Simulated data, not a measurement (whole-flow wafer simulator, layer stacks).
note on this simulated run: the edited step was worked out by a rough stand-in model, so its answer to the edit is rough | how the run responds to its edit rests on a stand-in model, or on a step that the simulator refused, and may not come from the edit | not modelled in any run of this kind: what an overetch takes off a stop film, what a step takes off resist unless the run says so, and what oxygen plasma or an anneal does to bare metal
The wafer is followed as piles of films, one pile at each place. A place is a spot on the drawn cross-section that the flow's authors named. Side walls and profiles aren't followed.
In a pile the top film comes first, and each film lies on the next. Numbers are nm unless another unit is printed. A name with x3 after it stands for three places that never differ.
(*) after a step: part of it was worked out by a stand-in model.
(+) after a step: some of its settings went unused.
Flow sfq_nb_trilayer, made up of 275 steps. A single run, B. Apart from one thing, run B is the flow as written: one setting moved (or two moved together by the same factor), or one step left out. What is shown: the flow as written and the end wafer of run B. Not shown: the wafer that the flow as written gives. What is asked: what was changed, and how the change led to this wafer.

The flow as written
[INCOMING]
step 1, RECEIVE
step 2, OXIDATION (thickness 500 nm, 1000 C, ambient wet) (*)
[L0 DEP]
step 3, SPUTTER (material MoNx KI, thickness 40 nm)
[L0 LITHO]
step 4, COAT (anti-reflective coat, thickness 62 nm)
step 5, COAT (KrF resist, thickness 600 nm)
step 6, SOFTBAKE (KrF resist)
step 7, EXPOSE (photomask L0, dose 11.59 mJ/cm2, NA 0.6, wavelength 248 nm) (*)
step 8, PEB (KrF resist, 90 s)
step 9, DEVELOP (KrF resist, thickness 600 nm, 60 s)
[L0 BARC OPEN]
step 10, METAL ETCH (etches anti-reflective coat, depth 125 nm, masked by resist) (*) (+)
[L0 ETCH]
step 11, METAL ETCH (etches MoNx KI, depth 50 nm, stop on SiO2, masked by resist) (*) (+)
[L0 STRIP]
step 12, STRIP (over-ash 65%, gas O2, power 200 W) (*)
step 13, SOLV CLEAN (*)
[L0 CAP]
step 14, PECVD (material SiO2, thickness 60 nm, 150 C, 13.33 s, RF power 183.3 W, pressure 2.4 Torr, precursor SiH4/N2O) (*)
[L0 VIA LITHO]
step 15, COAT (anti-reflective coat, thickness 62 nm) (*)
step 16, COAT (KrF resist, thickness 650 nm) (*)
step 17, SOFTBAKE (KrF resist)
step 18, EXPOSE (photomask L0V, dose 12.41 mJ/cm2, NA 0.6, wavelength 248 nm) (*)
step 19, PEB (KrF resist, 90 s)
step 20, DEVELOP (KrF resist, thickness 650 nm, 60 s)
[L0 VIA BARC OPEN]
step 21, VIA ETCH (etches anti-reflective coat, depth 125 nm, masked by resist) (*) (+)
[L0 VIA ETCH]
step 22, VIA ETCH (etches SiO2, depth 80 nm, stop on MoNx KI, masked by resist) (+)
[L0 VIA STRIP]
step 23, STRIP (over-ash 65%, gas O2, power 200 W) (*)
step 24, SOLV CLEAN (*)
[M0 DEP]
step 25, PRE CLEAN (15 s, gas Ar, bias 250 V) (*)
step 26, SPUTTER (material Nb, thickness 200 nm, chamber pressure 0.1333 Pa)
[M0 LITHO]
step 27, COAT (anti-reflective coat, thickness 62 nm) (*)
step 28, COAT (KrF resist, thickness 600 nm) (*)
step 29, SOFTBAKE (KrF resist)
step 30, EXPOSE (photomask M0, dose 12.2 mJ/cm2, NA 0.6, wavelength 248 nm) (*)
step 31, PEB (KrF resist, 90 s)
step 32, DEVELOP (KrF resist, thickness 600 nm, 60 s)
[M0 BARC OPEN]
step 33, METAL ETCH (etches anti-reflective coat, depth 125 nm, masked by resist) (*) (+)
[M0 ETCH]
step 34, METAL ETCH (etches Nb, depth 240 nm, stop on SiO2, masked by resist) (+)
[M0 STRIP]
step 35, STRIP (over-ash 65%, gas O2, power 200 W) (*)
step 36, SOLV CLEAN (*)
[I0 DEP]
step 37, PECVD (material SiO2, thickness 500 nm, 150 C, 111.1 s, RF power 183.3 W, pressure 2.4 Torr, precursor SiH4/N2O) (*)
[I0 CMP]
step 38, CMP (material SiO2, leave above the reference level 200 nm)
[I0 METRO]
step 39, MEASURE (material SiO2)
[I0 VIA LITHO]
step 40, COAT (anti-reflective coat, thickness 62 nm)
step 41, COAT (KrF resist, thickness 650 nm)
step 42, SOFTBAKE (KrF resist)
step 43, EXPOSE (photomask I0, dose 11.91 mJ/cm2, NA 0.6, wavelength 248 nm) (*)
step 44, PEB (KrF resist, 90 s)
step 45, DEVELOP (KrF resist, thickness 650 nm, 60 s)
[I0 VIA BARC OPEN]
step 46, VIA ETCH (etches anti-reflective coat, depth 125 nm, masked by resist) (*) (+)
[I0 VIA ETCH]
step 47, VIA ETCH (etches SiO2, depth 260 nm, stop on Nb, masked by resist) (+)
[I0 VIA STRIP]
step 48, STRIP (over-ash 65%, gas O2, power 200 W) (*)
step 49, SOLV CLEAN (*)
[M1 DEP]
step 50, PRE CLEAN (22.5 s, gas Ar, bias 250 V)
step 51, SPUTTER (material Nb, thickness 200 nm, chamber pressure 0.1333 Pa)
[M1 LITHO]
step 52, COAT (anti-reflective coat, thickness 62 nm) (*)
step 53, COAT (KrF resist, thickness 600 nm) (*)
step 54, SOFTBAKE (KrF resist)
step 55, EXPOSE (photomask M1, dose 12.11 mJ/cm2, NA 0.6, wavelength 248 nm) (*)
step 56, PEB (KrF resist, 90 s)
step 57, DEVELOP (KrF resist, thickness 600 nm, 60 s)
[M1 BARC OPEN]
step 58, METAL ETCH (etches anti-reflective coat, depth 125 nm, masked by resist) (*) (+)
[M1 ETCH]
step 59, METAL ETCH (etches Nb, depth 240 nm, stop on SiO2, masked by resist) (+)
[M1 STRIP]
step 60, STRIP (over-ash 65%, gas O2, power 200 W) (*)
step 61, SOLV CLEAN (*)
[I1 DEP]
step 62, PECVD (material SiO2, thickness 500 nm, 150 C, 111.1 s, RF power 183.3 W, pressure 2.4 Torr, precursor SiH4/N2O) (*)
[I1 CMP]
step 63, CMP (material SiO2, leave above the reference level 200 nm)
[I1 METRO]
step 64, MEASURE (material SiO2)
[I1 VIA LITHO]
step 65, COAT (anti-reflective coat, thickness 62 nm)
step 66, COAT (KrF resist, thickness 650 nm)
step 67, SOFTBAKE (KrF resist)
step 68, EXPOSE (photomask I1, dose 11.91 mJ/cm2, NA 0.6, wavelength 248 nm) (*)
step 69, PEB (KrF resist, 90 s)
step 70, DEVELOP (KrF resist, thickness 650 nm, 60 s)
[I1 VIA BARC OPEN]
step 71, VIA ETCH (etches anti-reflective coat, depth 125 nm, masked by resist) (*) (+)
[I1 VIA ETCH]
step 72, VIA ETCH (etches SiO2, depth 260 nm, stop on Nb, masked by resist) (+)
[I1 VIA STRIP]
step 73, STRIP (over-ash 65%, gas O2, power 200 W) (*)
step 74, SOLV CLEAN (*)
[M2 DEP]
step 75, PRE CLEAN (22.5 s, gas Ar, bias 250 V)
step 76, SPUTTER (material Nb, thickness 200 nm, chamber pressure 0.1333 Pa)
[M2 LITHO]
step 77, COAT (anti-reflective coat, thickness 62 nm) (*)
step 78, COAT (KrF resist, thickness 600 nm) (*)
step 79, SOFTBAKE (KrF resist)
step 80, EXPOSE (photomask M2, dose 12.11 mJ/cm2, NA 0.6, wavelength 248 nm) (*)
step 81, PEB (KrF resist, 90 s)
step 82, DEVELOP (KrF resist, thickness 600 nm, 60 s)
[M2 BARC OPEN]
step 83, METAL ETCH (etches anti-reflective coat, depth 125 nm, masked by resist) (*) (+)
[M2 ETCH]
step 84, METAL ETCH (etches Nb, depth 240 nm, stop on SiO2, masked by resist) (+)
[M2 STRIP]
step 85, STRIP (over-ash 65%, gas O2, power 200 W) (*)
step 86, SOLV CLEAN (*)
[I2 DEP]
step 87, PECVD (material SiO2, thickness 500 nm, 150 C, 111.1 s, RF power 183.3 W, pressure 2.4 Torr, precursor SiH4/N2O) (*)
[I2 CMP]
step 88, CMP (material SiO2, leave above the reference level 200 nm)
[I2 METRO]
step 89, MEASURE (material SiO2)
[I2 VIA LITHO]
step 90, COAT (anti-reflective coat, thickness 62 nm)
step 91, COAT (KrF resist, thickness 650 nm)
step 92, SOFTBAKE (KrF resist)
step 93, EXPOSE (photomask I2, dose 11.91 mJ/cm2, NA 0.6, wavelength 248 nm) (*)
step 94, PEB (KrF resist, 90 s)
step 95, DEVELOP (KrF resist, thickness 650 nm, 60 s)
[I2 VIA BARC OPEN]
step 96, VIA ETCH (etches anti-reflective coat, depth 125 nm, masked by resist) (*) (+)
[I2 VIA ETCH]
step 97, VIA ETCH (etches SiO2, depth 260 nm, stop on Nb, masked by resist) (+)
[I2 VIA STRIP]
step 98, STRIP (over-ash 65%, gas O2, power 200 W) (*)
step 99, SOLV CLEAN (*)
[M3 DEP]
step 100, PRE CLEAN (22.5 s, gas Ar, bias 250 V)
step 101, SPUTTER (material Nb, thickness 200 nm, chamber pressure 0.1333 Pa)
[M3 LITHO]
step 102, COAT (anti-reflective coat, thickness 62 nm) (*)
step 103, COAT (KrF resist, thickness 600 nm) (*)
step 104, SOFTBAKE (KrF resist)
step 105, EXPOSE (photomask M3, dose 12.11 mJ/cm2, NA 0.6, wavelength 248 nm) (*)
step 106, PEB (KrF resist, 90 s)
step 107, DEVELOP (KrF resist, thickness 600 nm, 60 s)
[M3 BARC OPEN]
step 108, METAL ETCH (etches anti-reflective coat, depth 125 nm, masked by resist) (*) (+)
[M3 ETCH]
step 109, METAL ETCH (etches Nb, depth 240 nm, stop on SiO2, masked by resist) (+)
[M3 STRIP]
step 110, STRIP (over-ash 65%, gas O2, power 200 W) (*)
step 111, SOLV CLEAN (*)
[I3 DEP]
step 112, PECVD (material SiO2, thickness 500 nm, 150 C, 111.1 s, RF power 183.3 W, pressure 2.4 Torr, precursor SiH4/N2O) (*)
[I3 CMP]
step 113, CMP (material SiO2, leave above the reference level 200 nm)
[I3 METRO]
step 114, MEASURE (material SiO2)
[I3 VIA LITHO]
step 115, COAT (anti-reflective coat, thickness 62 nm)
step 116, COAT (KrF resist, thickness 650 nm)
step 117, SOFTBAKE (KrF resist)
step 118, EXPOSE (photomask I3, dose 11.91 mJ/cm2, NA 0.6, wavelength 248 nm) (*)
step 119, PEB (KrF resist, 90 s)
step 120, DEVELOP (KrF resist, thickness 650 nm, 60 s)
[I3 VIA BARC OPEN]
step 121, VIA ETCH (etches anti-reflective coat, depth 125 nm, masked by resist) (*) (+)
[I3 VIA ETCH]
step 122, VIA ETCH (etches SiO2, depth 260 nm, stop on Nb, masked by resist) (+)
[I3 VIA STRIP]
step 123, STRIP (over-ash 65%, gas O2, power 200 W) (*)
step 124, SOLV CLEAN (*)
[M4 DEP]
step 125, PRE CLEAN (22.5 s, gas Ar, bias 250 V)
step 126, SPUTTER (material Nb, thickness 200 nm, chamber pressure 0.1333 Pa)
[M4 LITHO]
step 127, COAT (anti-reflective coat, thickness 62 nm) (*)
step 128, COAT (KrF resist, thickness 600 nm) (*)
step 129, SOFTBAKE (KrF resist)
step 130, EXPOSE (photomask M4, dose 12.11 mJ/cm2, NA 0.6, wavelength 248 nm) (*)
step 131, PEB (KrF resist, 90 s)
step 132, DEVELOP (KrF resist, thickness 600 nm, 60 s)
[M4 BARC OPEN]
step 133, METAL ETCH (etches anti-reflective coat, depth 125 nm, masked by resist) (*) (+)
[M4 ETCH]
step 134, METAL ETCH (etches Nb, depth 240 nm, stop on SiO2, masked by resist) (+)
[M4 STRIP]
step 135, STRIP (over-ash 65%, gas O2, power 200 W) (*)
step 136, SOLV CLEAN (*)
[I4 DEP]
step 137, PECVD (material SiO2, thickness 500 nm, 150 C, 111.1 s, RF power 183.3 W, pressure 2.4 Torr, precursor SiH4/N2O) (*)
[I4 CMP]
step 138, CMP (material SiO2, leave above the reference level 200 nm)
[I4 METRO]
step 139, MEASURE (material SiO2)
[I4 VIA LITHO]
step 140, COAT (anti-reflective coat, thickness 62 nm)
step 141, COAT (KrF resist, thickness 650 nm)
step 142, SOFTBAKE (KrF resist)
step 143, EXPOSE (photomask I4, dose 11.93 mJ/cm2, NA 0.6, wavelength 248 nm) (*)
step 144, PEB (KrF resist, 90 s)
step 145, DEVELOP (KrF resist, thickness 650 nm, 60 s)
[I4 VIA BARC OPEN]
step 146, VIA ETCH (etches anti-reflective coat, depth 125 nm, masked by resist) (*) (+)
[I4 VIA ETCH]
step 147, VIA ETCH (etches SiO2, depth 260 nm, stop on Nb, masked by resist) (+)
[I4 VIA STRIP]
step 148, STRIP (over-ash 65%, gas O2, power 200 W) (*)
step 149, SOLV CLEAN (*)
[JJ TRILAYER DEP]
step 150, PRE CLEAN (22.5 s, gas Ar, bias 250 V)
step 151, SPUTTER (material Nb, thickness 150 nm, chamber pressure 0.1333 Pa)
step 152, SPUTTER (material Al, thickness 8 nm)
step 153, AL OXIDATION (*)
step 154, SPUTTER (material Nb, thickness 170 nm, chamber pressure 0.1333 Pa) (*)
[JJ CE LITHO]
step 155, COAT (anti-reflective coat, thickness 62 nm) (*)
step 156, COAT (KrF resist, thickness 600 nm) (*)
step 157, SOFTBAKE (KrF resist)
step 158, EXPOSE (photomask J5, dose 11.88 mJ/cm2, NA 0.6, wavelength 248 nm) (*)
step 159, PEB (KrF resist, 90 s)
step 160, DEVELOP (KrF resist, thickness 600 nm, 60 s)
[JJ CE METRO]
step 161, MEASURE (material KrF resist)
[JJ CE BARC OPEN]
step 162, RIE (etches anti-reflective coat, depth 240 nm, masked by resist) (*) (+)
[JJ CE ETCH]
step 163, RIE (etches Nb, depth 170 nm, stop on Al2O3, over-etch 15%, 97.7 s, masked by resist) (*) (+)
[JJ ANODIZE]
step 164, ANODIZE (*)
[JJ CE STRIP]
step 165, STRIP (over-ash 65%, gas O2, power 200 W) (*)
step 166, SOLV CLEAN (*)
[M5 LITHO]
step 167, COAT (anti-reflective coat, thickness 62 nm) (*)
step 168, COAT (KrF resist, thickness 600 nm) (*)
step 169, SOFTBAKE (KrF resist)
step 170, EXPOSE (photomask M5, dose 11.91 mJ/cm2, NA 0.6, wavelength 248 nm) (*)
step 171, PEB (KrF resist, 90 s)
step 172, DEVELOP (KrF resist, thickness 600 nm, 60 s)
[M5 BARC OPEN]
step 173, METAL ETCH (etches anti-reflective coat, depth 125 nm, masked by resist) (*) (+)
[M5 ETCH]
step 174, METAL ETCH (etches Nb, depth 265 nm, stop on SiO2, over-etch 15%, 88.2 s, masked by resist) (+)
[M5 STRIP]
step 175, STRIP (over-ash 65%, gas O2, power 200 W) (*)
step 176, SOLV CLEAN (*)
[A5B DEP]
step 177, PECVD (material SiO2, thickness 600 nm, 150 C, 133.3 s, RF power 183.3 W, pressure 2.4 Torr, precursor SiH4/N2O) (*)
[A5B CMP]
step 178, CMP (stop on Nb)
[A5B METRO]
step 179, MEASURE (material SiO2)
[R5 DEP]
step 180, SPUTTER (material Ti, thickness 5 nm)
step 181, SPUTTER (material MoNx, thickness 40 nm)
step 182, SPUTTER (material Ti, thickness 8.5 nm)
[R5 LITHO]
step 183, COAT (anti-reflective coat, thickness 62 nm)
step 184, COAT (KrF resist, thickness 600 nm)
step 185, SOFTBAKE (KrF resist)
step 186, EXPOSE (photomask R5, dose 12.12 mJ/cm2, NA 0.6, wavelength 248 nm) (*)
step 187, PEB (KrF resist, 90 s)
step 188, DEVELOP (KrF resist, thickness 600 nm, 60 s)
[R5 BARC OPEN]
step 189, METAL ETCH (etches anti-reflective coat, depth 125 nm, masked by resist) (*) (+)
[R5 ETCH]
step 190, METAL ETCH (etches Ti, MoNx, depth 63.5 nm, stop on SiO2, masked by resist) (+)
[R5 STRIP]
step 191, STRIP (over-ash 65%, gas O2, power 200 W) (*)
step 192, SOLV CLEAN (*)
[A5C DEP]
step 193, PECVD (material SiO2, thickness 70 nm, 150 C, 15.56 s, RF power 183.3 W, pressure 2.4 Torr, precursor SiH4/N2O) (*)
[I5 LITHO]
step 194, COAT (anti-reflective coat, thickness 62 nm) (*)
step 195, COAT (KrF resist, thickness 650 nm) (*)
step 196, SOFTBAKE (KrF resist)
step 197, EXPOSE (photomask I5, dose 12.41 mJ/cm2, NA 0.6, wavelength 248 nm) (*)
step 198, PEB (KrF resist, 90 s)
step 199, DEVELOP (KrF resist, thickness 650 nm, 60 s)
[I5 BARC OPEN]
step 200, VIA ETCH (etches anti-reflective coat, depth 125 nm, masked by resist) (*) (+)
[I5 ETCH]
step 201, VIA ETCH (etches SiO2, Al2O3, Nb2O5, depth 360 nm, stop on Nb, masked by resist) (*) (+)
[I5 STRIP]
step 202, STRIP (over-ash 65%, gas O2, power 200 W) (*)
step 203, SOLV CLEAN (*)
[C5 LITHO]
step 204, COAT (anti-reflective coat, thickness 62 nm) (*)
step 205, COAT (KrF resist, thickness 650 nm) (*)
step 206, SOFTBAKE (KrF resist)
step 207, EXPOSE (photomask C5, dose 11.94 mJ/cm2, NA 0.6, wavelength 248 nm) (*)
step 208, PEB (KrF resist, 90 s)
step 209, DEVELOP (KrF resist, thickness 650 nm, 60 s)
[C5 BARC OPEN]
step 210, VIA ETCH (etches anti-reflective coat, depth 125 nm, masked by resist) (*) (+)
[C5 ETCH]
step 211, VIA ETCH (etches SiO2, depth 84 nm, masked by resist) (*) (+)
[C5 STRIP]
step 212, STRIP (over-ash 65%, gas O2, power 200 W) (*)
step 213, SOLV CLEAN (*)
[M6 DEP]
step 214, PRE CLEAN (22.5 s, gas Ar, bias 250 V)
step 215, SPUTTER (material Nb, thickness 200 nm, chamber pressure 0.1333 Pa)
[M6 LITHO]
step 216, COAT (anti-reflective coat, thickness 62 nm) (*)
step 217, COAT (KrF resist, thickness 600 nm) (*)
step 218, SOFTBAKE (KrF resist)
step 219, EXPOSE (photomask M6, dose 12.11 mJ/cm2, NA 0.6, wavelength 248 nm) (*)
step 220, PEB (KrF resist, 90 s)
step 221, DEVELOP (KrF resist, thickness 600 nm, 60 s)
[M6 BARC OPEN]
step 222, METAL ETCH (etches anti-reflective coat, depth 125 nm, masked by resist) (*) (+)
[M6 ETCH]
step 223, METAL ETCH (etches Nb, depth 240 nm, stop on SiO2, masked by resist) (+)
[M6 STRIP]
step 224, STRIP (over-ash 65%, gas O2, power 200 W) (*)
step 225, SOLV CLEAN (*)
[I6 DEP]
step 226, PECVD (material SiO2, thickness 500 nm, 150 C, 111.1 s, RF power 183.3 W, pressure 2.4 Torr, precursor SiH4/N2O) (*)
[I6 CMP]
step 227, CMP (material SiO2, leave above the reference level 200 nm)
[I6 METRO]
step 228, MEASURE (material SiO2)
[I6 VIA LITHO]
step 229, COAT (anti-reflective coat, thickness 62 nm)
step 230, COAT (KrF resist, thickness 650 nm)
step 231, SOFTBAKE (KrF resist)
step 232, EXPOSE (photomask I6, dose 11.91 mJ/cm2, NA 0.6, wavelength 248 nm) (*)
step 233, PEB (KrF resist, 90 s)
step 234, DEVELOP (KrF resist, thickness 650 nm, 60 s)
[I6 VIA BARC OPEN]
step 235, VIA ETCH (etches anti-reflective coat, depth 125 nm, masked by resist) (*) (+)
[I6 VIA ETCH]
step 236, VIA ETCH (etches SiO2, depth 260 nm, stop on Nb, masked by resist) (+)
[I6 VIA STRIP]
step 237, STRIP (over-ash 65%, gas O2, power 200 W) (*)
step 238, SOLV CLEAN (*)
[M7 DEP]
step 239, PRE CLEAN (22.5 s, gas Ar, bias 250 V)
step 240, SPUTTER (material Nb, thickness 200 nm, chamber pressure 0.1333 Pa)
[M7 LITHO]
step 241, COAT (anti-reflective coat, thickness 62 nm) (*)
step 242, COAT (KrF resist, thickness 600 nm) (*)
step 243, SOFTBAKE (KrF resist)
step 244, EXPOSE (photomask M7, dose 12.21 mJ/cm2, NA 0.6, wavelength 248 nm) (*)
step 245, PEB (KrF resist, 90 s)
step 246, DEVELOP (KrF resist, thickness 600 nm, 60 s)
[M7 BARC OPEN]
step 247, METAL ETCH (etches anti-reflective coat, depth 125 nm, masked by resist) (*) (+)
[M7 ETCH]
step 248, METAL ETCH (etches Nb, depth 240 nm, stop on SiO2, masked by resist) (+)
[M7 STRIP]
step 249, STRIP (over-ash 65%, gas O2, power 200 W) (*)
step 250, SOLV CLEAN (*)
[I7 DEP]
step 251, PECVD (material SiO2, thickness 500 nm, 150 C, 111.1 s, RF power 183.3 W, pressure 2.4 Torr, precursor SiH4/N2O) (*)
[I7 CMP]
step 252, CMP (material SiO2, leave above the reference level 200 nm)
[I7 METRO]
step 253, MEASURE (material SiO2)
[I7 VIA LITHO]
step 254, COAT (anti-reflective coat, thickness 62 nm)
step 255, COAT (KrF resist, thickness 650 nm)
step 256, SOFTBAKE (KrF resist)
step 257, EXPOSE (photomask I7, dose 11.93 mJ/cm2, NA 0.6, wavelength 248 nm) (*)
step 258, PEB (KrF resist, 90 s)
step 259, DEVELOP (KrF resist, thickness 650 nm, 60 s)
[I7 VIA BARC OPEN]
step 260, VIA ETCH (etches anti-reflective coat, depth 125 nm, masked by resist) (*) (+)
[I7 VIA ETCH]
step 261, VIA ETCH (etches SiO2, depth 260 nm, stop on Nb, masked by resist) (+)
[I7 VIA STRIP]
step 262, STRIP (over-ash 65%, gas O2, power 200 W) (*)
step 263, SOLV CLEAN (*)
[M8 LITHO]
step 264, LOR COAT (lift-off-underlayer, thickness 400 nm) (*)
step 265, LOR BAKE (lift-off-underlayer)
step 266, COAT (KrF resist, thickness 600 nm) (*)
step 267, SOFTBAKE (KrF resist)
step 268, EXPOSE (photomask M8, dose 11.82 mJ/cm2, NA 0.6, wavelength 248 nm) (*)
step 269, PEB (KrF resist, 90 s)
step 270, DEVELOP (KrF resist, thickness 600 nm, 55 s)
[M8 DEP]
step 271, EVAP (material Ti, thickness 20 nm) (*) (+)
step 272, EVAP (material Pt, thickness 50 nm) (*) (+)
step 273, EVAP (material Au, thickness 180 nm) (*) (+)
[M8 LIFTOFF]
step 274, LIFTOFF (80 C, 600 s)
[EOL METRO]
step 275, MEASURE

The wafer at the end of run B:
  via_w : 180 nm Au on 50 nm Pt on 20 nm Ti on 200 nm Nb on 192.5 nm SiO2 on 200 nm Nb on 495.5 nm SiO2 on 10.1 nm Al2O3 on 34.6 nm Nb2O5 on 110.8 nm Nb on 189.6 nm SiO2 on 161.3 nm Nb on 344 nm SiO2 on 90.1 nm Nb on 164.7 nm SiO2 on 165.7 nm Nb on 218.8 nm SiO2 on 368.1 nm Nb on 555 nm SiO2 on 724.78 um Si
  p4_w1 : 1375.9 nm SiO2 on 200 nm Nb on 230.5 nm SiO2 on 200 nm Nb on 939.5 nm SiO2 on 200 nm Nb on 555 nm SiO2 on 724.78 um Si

The reason: step 62, PECVD: thickness 262 nm was run, though the flow has thickness 500 nm; step 62, PECVD: 58.33 s was run, where the flow has 111.1 s.

How this came from the change, step by step:
  step 62, PECVD (material SiO2, thickness 500 nm, 150 C, 111.1 s, RF power 183.3 W, pressure 2.4 Torr, precursor SiH4/N2O) (*)
      field_l, be, be_sur and 72 more: SiO2 gains 262 (it would be, as written: SiO2 gains 500)
      v_sur, via_wl, via_wr and 20 more: SiO2 gains 262 (new film) (it would be, as written: SiO2 gains 500 (new film))
      (as well as at 8 more places)
  step 63, CMP (material SiO2, leave above the reference level 200 nm)
      field_l, be, be_sur and 72 more: nothing (it would be, as written: SiO2 loses 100)
      lsp_m, ln_m6, lsp_r, l0_sur, l0v: nothing (it would be, as written: SiO2 loses 94.9)
      (as well as at 26 more places)
  step 65, COAT (anti-reflective coat, thickness 62 nm)
      ce_r, sp_r, p3_s1, p3_l2, p3_s5, p3_l6: anti-reflective coat gains 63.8 (new film) (it would be, as written: anti-reflective coat gains 62 (new film))
      be_r, r_sur, res, p3_s2, p3_l5: anti-reflective coat gains 63.7 (new film) (it would be, as written: anti-reflective coat gains 62 (new film))
      (as well as at 78 more places)
  step 66, COAT (KrF resist, thickness 650 nm)
      m0r_line_l, m6r_line_l, m7r_line_l: KrF resist gains 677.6 (new film) (it would be, as written: KrF resist gains 650 (new film))
      m0r_space_l, m6r_space_l, m7r_space_l: KrF resist gains 667 (new film) (it would be, as written: KrF resist gains 650 (new film))
      (as well as at 57 more places)
  step 70, DEVELOP (KrF resist, thickness 650 nm, 60 s)
      via_v: KrF resist loses 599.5 (all of it) (it would be, as written: KrF resist loses 648.6 (all of it))
  step 71, VIA ETCH (etches anti-reflective coat, depth 125 nm, masked by resist) (*) (+)
      field_l, v_sur, via_wl and 102 more: KrF resist loses 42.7 (it would be, as written: KrF resist loses 51.7)
      via_v: anti-reflective coat loses 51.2 (all of it), SiO2 loses 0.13 (it would be, as written: anti-reflective coat loses 62 (all of it), SiO2 loses 0.16)
  step 73, STRIP (over-ash 65%, gas O2, power 200 W) (*)
      m0r_line_l, m6r_line_l, m7r_line_l: KrF resist loses 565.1 (all of it), anti-reflective coat loses 62.5 (all of it) (it would be, as written: KrF resist loses 528.6 (all of it), anti-reflective coat loses 62 (all of it))
      m0r_space_l, m6r_space_l, m7r_space_l: KrF resist loses 554.5 (all of it), anti-reflective coat loses 79.6 (all of it) (it would be, as written: KrF resist loses 528.6 (all of it), anti-reflective coat loses 62 (all of it))
      (as well as at 95 more places)
  step 76, SPUTTER (material Nb, thickness 200 nm, chamber pressure 0.1333 Pa)
      be, lsp_l: Nb gains 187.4 (new film) (it would be, as written: Nb gains 200 (new film))
      via_w: Nb gains 165.7 (new film) (it would be, as written: Nb gains 200 (new film))
  step 77, COAT (anti-reflective coat, thickness 62 nm) (*)
      m0r_space_l, m0r_space_r, m6r_space_l, m6r_space_r, m7r_space_l, m7r_space_r: anti-reflective coat gains 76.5 (new film) (it would be, as written: anti-reflective coat gains 62 (new film))
      p3_l3, p3_s3, p3_l4, p3_s4, p3_l5: anti-reflective coat gains 63.5 (new film) (it would be, as written: anti-reflective coat gains 62 (new film))
      (as well as at 79 more places)
  step 78, COAT (KrF resist, thickness 600 nm) (*)
      m0r_line_l, m0r_line_r, m6r_line_l, m6r_line_r, m7r_line_l, m7r_line_r: KrF resist gains 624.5 (new film) (it would be, as written: KrF resist gains 600 (new film))
      m0r_space_l, m0r_space_r, m6r_space_l, m6r_space_r, m7r_space_l, m7r_space_r: KrF resist gains 618 (new film) (it would be, as written: KrF resist gains 600 (new film))
      (as well as at 57 more places)
  step 82, DEVELOP (KrF resist, thickness 600 nm, 60 s)
      m0r_line_l, m0r_line_r, m6r_line_l, m6r_line_r, m7r_line_l, m7r_line_r: KrF resist loses 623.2 (all of it) (it would be, as written: KrF resist loses 598.7 (all of it))
      m0r_space_l, m0r_space_r, m6r_space_l, m6r_space_r, m7r_space_l, m7r_space_r: KrF resist loses 616.8 (all of it) (it would be, as written: KrF resist loses 598.7 (all of it))
      (as well as at 35 more places)
  step 83, METAL ETCH (etches anti-reflective coat, depth 125 nm, masked by resist) (*) (+)
      m5r_linepad_l, m5r_linepad_r, r5r_spacepad_l, r5r_spacepad_r: anti-reflective coat loses 125 (it would be, as written: anti-reflective coat loses 62 (all of it))
      v_sur, via_wl, via_w and 19 more: KrF resist loses 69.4 (it would be, as written: KrF resist loses 51.7)
      (as well as at 64 more places)
  step 84, METAL ETCH (etches Nb, depth 240 nm, stop on SiO2, masked by resist) (+)
      m5r_linepad_l, m5r_linepad_r: anti-reflective coat loses 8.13 (all of it), Nb loses 200 (all of it) (it would be, as written: Nb loses 200 (all of it))
      r5r_spacepad_l, r5r_spacepad_r: anti-reflective coat loses 9.07 (all of it), Nb loses 200 (all of it) (it would be, as written: Nb loses 200 (all of it))
      (as well as at 2 more places)
  step 85, STRIP (over-ash 65%, gas O2, power 200 W) (*)
      v_sur: KrF resist loses 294 (all of it), anti-reflective coat loses 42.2 (all of it) (it would be, as written: KrF resist loses 380 (all of it), anti-reflective coat loses 61.4 (all of it))
      via_wl: KrF resist loses 301.2 (all of it), anti-reflective coat loses 37.6 (all of it) (it would be, as written: KrF resist loses 379.5 (all of it), anti-reflective coat loses 61.3 (all of it))
      (as well as at 20 more places)
  step 87, PECVD (material SiO2, thickness 500 nm, 150 C, 111.1 s, RF power 183.3 W, pressure 2.4 Torr, precursor SiH4/N2O) (*)
      via_w: SiO2 gains 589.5 (new film) (it would be, as written: SiO2 gains 500 (new film))
  step 88, CMP (material SiO2, leave above the reference level 200 nm)
      field_l, be, be_sur and 79 more: nothing (it would be, as written: SiO2 loses 100)
      via_w: SiO2 loses 157.1 (it would be, as written: SiO2 loses 300)
  ... 39 other steps ...
  step 178, CMP (stop on Nb)
      via_w: SiO2 loses 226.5 (it would be, as written: SiO2 loses 235.2)
With metal films that touch counted as one body, via_w has 7 bodies (between them, from the top down: SiO2 192.5; SiO2 495.5 / Al2O3 10.1 / Nb2O5 34.6; SiO2 189.6; SiO2 344; SiO2 164.7; SiO2 218.8); the flow as written gives 5 bodies (between them, from the top down: SiO2 192.5; SiO2 427.3 / Al2O3 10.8 / Nb2O5 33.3; SiO2 425.9; SiO2 416.9).
